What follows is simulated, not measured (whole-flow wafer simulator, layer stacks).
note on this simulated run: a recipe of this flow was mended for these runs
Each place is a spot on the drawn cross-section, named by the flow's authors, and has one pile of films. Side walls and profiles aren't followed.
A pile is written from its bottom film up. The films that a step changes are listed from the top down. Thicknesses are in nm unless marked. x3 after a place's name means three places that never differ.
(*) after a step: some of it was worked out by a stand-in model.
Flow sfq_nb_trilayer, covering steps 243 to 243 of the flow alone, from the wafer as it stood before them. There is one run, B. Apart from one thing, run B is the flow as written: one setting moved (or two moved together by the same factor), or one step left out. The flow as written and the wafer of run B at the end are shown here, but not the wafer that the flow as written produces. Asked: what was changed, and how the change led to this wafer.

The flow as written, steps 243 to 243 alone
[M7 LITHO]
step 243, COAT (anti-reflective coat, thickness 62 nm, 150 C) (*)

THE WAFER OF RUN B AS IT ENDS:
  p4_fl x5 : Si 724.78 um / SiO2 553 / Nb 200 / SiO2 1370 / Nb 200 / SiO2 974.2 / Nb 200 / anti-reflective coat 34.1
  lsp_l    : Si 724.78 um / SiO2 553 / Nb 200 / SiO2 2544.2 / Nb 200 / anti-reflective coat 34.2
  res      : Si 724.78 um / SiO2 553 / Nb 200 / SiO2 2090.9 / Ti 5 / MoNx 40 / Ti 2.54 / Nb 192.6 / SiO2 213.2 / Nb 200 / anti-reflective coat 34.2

What caused this: step 243, COAT: thickness 34.1 nm was run, while the flow as written has thickness 62 nm.
One can read it off the wafer: p4_fl x5 has anti-reflective coat 34.1, and step 243 as written asks for 62 nm.

Step by step, how the change led to this:
  step 243, COAT (anti-reflective coat, thickness 62 nm, 150 C) (*)
      p4_fl x5, p4_w1 x9, p3_s0 x15 and 48 more: +34.1 anti-reflective coat (new film) (in the flow as written it would be: +62 anti-reflective coat (new film))
      lsp_l, ln_m5, lsp_m, ln_m6, lsp_r, l0_sur, l0v: +34.2 anti-reflective coat (new film) (in the flow as written it would be: +62.3 anti-reflective coat (new film))
      (as well as at 22 more places)
